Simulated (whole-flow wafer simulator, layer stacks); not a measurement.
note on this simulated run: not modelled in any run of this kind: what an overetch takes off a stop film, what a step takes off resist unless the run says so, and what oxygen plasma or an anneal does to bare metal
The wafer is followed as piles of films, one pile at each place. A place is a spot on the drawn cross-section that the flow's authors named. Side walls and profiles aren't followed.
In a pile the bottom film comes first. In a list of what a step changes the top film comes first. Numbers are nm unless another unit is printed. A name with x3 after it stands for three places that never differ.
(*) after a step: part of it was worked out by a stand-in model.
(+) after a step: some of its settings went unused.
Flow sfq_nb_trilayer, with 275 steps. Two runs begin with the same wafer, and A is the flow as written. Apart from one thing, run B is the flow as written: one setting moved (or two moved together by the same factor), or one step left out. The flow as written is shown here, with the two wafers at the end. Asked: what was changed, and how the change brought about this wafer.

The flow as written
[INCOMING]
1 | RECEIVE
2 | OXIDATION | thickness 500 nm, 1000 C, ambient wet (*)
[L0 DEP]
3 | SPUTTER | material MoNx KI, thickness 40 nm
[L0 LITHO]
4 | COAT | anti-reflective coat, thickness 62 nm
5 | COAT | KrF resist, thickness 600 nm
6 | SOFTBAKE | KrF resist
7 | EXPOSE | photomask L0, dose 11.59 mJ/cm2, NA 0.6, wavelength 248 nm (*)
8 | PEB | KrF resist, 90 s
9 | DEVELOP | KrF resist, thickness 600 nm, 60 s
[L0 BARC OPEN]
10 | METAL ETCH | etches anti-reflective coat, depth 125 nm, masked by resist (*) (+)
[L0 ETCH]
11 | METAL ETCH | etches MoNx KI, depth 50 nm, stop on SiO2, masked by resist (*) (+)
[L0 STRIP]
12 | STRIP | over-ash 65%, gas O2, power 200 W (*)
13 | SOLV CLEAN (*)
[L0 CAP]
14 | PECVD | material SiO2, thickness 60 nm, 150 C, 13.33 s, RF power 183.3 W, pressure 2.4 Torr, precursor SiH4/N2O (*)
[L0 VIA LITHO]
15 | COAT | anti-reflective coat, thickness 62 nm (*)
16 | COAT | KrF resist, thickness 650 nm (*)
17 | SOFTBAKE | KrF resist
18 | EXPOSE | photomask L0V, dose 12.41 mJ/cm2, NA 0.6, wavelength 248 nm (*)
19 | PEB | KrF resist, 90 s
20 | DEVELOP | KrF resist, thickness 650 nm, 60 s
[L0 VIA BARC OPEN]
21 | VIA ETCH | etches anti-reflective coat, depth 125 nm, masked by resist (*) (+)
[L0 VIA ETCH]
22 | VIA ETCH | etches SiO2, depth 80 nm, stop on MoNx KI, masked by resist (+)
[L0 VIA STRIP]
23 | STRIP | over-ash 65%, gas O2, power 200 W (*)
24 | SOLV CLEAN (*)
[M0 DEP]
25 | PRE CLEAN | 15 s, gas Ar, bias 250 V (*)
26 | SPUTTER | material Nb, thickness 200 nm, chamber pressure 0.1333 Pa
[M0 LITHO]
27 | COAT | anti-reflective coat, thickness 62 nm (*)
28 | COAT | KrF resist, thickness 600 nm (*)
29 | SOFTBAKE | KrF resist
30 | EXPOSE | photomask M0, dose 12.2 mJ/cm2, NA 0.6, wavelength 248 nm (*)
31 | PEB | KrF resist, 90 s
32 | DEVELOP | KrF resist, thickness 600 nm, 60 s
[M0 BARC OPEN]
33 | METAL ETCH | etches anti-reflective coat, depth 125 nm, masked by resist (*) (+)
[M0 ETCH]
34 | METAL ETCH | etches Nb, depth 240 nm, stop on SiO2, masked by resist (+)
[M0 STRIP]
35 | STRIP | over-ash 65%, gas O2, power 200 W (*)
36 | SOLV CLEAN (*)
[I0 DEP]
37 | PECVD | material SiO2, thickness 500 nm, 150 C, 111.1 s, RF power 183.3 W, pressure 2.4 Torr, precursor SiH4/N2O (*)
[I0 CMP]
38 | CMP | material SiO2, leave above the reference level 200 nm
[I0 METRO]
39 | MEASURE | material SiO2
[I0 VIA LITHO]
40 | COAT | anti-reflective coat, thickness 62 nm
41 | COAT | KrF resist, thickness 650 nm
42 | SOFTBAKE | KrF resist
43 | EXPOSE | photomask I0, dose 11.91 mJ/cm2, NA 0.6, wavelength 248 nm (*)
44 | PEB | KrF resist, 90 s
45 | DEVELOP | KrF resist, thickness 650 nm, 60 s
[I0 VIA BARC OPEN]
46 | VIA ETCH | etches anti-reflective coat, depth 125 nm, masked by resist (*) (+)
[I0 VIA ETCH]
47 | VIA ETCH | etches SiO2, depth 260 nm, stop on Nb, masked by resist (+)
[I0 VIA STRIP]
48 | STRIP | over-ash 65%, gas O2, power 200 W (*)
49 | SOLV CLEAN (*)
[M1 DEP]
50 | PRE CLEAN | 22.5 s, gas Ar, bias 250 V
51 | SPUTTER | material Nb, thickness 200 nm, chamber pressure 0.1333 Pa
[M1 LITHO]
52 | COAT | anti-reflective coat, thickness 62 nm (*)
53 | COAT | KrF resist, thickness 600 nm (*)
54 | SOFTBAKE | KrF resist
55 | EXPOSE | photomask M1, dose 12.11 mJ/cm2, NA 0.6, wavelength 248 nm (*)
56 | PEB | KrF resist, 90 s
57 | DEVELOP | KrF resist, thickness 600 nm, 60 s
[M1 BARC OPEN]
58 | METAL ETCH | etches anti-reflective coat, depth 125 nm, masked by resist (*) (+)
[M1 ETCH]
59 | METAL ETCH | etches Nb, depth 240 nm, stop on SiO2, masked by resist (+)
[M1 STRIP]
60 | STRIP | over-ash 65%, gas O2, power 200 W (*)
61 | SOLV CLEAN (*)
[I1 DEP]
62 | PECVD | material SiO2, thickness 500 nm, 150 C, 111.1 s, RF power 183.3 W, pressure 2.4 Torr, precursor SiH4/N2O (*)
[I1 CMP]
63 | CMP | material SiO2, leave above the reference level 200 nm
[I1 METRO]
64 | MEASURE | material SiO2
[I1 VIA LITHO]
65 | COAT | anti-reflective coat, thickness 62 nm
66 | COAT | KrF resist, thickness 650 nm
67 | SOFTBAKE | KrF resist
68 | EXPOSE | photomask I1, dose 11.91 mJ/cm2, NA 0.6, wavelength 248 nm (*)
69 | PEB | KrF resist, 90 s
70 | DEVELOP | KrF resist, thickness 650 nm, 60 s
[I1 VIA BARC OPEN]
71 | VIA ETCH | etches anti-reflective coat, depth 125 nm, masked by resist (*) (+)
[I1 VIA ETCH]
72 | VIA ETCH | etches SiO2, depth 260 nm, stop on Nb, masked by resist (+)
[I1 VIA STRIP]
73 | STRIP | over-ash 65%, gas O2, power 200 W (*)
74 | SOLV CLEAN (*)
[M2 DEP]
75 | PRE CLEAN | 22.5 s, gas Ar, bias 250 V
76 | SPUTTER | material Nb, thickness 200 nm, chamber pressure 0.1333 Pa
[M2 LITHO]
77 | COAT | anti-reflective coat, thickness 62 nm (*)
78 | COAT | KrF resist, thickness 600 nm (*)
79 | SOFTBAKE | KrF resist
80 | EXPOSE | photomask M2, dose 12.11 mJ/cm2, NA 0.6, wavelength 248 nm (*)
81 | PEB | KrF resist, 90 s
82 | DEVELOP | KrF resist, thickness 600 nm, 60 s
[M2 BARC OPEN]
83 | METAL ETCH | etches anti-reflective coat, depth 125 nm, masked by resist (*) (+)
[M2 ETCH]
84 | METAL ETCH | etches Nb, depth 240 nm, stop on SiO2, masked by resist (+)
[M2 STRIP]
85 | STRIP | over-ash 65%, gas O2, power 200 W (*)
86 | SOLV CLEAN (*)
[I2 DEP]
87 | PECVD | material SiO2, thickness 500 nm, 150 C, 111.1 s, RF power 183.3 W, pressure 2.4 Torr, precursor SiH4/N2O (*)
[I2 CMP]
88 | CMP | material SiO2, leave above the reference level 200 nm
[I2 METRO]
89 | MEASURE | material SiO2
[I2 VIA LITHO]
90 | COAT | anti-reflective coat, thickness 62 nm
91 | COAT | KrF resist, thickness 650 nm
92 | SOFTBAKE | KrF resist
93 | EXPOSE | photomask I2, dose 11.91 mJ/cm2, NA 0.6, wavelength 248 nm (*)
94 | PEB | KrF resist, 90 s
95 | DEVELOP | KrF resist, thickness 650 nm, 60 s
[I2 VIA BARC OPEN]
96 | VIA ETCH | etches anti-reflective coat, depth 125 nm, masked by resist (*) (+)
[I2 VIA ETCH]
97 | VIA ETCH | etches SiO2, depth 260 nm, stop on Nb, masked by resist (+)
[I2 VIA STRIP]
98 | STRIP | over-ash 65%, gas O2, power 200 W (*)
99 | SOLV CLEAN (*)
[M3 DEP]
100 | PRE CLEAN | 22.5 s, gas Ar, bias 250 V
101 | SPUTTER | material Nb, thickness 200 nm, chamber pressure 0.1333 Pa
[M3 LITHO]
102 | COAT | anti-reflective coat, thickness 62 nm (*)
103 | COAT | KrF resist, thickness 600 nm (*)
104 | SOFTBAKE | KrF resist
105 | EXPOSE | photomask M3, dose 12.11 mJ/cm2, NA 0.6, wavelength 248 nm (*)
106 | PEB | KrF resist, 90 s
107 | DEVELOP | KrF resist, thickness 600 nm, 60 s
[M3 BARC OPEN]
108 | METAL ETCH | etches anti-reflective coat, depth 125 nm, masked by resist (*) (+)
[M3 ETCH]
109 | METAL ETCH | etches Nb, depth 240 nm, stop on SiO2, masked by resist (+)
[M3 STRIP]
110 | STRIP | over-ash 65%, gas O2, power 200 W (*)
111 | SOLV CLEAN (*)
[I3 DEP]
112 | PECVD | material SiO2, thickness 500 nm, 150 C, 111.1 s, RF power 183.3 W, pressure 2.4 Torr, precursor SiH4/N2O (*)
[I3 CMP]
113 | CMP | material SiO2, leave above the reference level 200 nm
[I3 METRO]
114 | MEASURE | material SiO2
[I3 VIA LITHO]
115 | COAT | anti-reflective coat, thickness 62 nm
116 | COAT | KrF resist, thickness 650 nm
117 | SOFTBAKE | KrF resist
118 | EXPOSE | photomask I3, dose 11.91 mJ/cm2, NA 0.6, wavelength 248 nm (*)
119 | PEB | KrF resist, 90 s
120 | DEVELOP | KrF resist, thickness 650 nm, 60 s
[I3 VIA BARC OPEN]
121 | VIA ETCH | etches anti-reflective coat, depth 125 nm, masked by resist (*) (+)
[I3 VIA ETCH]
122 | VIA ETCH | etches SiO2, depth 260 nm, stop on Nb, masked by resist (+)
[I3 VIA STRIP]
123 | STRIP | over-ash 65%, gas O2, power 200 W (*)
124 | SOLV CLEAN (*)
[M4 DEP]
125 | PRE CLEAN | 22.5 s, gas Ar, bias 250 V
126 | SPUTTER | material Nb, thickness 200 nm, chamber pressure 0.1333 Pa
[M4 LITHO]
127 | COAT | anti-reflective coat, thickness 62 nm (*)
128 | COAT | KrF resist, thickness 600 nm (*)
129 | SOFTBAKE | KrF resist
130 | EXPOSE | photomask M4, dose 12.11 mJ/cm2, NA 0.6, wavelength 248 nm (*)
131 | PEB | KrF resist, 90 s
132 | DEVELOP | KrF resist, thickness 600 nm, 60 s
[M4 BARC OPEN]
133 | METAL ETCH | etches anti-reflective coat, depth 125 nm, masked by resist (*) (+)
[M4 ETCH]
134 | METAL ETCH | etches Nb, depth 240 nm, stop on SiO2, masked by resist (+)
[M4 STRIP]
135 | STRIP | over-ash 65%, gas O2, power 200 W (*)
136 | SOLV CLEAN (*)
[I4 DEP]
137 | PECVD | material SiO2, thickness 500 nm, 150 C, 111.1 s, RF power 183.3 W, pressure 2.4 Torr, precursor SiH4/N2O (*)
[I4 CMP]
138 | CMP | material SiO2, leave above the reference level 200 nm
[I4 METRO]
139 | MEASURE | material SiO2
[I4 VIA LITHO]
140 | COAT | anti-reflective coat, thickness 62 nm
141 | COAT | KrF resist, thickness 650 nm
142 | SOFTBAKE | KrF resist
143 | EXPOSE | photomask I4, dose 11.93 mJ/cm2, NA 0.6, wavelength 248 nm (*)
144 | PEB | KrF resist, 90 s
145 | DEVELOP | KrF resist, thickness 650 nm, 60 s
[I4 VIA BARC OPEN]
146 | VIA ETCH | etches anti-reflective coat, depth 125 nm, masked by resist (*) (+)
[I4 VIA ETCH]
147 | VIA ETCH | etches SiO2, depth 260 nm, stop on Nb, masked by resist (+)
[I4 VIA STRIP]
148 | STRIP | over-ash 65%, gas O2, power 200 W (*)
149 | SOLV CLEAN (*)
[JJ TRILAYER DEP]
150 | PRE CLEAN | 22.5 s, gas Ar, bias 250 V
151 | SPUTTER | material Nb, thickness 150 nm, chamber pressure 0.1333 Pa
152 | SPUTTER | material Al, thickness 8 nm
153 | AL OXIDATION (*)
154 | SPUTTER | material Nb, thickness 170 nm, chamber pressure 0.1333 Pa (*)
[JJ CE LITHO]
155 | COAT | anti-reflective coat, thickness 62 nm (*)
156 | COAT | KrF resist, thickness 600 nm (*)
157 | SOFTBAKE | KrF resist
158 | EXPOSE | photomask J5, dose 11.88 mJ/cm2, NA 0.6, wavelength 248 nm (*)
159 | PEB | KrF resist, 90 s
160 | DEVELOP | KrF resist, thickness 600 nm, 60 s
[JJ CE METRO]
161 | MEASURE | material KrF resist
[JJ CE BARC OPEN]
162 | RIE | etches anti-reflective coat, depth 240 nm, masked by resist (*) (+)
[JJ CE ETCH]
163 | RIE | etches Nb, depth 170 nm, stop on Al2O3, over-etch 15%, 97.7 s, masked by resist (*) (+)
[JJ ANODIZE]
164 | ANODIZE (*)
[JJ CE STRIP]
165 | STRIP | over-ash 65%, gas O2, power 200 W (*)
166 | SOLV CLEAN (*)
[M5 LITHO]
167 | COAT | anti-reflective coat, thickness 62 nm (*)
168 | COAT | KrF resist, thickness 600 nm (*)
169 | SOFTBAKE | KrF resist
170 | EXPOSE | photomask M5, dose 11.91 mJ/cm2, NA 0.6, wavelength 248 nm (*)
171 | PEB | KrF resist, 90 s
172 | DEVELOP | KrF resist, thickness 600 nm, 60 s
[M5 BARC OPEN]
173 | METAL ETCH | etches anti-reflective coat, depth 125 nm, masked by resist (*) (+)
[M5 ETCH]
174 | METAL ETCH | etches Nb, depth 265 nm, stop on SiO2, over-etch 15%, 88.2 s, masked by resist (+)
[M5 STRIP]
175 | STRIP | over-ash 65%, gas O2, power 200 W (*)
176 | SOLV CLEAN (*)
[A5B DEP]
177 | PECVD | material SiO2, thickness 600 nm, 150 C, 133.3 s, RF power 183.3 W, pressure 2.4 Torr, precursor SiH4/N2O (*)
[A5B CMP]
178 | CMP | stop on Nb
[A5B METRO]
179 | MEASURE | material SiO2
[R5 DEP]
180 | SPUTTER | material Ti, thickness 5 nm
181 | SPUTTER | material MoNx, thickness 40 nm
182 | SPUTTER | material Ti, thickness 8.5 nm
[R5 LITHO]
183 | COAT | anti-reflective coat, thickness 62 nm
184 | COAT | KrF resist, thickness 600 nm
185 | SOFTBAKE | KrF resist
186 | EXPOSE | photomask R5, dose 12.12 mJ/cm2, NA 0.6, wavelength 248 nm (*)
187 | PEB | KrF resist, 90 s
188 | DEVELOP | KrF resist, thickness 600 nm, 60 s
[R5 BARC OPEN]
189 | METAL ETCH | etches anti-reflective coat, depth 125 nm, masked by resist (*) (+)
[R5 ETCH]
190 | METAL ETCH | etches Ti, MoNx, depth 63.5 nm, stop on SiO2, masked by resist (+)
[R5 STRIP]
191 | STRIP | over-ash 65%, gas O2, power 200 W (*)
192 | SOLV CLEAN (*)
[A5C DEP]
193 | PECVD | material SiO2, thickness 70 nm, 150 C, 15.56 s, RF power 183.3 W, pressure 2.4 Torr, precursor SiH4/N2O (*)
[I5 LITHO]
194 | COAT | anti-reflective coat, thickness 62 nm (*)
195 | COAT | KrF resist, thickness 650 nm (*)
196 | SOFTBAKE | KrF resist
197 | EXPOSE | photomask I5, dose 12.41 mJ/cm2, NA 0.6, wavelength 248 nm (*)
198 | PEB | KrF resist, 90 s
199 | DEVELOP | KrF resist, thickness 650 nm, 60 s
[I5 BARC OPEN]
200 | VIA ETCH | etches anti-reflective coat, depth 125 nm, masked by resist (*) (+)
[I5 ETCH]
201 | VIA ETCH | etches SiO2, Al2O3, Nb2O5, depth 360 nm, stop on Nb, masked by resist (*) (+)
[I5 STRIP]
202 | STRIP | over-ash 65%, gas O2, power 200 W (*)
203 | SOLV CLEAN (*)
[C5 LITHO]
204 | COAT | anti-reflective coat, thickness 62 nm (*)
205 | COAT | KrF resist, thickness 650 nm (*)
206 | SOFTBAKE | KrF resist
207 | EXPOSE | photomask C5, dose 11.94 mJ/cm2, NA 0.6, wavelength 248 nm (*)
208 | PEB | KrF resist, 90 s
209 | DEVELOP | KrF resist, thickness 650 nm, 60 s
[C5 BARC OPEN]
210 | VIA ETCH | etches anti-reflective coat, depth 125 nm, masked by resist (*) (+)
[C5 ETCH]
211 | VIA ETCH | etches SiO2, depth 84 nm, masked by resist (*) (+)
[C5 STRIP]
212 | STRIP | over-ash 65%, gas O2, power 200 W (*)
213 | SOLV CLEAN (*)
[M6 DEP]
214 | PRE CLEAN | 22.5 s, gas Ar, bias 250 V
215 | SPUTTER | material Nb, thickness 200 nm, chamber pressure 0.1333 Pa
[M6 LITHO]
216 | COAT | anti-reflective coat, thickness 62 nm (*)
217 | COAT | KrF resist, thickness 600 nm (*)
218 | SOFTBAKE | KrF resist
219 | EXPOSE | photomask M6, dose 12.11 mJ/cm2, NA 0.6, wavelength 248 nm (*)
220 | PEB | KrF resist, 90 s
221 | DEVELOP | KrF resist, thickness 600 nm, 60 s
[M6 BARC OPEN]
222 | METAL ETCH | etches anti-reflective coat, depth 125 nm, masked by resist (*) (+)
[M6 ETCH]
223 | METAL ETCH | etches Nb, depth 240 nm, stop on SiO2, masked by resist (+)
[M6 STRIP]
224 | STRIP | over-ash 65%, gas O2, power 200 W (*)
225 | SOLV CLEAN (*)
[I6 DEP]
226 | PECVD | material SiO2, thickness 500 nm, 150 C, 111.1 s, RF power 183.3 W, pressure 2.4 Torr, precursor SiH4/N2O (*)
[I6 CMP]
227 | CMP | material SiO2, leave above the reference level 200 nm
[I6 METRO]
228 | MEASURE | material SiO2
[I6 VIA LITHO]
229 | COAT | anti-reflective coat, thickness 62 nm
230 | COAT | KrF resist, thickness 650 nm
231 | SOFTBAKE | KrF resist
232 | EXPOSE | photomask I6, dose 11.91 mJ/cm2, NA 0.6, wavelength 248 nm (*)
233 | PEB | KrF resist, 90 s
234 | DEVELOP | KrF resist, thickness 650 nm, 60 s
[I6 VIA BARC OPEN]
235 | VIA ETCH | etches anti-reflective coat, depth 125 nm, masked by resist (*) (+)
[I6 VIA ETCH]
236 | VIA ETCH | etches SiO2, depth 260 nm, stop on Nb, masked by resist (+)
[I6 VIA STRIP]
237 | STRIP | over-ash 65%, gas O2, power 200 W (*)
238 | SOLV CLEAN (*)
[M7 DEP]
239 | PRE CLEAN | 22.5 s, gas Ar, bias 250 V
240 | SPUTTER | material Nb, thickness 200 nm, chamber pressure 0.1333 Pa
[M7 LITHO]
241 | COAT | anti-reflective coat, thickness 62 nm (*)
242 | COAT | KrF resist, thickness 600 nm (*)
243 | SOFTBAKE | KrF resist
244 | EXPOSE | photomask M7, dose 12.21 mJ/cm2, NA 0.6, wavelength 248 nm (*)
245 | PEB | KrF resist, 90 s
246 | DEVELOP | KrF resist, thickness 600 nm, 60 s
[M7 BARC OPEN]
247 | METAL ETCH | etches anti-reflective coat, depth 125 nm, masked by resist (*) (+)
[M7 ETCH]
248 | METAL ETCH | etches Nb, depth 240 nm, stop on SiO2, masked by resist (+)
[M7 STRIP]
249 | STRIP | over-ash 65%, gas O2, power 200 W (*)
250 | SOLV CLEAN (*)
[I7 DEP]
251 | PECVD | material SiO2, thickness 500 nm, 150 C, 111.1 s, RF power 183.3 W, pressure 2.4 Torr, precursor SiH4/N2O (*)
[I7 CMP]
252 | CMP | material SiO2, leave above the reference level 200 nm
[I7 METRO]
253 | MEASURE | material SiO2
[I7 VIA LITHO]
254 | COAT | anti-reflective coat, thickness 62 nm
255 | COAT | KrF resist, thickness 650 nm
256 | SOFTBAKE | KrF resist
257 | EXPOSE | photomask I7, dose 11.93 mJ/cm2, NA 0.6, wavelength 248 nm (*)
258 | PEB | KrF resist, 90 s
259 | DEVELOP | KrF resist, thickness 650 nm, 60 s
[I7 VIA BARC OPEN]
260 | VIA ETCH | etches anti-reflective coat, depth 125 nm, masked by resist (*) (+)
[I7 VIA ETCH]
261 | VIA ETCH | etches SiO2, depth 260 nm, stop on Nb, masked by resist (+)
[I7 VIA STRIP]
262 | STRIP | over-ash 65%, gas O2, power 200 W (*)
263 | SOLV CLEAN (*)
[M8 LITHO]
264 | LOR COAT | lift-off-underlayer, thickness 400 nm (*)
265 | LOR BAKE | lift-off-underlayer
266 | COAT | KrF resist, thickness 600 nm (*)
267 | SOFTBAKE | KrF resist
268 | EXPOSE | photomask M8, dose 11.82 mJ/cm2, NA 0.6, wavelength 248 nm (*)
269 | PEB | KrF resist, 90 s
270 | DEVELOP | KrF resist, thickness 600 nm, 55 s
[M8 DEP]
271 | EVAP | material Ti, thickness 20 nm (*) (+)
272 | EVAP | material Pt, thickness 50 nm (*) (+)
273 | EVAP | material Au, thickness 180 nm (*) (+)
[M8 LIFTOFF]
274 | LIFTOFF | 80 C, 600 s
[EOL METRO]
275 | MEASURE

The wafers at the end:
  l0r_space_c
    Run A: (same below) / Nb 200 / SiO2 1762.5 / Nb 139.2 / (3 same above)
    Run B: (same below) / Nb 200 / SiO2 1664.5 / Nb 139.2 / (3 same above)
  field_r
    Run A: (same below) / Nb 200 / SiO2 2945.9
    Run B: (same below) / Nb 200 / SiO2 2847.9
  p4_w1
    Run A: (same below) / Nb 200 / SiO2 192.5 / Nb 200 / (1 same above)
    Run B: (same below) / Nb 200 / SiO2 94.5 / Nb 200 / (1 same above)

What caused this: step 113, CMP: leave above the reference level 102 nm was run, though the flow has leave above the reference level 200 nm.

How this came from the change, step by step:
  113 | CMP | material SiO2, leave above the reference level 200 nm
      field_l, be, be_sur and 64 more: A SiO2 loses 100 | B SiO2 loses 198
      v_sur, via_wl, via_wr and 27 more: A SiO2 loses 300 | B SiO2 loses 398
      (and at 9 other places as well)
  122 | VIA ETCH | etches SiO2, depth 260 nm, stop on Nb, masked by resist (+)
      field_l, v_sur, via_wl and 102 more: A KrF resist loses 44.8 | B KrF resist loses 26.3
      via_v: A SiO2 loses 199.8 (all of it) | B SiO2 loses 101.8 (all of it)
  123 | STRIP | over-ash 65%, gas O2, power 200 W (*)
      field_l, v_sur, via_wl and 102 more: A KrF resist loses 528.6 (all of it), anti-reflective coat loses 62 (all of it) | B KrF resist loses 547.1 (all of it), anti-reflective coat loses 62 (all of it)
  126 | SPUTTER | material Nb, thickness 200 nm, chamber pressure 0.1333 Pa
      via_v: A Nb gains 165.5 | B Nb gains 187.4
  127 | COAT | anti-reflective coat, thickness 62 nm (*)
      via_v: A anti-reflective coat gains 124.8 (new film) | B anti-reflective coat gains 106 (new film)
      wire: A anti-reflective coat gains 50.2 (new film) | B anti-reflective coat gains 48.6 (new film)
  128 | COAT | KrF resist, thickness 600 nm (*)
      via_v: A KrF resist gains 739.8 (new film) | B KrF resist gains 654.2 (new film)
  135 | STRIP | over-ash 65%, gas O2, power 200 W (*)
      via_sp: A KrF resist loses 373.9 (all of it), anti-reflective coat loses 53 (all of it) | B KrF resist loses 382.6 (all of it), anti-reflective coat loses 52.1 (all of it)
      via_v: A KrF resist loses 521.8 (all of it), anti-reflective coat loses 124.8 (all of it) | B KrF resist loses 436.5 (all of it), anti-reflective coat loses 106 (all of it)
      (and at 1 other place as well)
  137 | PECVD | material SiO2, thickness 500 nm, 150 C, 111.1 s, RF power 183.3 W, pressure 2.4 Torr, precursor SiH4/N2O (*)
      via_v: A SiO2 gains 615 (new film) | B SiO2 gains 500 (new film)
  138 | CMP | material SiO2, leave above the reference level 200 nm
      via_v: A SiO2 loses 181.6 | B SiO2 loses 186.4
